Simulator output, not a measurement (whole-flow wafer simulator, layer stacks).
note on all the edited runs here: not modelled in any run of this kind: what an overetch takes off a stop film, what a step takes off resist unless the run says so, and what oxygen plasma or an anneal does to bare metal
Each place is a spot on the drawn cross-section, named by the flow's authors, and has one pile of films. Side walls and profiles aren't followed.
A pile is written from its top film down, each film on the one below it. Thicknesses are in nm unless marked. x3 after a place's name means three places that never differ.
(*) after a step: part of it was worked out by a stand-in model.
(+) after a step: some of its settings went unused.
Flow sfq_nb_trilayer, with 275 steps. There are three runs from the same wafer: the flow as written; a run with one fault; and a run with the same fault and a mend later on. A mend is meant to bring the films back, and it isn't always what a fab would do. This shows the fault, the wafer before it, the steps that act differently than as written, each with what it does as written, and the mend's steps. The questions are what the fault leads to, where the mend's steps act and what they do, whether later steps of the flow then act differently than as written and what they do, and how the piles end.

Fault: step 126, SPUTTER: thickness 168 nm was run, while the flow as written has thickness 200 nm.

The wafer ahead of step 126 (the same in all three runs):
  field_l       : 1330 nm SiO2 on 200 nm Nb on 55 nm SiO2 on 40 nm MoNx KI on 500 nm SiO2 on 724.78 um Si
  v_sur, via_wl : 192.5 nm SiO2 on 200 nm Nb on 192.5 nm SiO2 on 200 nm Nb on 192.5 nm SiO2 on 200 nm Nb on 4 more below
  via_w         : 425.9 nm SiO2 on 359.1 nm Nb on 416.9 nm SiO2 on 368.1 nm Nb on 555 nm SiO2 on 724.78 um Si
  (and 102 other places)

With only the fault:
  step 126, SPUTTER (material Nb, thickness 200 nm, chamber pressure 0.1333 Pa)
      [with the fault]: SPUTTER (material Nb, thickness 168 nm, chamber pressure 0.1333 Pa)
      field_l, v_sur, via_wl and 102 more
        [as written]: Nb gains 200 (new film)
        [with the fault]: Nb gains 168 (new film)
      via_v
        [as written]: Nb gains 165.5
        [with the fault]: Nb gains 138.8
  Steps later in the flow that act otherwise than as written (8 other steps are not shown; they differ only slightly, by no more than 2% or 0.5 nm, whichever is larger):
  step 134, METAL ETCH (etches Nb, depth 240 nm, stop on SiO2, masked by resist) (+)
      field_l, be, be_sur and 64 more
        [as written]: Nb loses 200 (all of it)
        [with the fault]: Nb loses 168 (all of it)
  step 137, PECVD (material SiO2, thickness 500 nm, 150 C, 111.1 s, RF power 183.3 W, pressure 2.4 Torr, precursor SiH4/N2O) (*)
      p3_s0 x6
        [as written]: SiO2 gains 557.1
        [with the fault]: SiO2 gains 525.1
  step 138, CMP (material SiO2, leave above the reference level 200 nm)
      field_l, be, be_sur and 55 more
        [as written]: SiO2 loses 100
        [with the fault]: SiO2 loses 132
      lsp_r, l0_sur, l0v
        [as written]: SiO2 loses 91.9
        [with the fault]: SiO2 loses 125.2
  By the end, the piles at v_sur, via_wl, via_w and 36 more depart from the flow's by more than 2% or 0.5 nm, whichever is larger.
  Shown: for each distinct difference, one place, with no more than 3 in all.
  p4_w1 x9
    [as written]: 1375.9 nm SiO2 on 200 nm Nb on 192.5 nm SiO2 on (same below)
    [with the fault]: 1375.9 nm SiO2 on 168 nm Nb on 192.5 nm SiO2 on (same below)
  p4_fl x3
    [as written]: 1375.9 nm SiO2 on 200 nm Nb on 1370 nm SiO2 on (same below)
    [with the fault]: 1375.9 nm SiO2 on 168 nm Nb on 1370 nm SiO2 on (same below)
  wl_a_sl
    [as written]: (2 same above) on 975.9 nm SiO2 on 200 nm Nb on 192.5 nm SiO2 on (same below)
    [with the fault]: (2 same above) on 975.9 nm SiO2 on 168 nm Nb on 192.5 nm SiO2 on (same below)

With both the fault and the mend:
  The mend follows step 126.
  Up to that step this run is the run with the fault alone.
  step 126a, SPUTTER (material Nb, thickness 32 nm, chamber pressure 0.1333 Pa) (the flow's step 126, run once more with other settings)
      field_l, v_sur, via_wl and 102 more
        Nb gains 32
      via_v
        Nb gains 24.4
  Later steps of the flow that are run all act as written at every place that is followed, up to a difference of at most 2% or 0.5 nm, whichever is larger.
  At the end the piles are close to the flow's at the places that both follow, differing by at most 2% or 0.5 nm, whichever is larger.
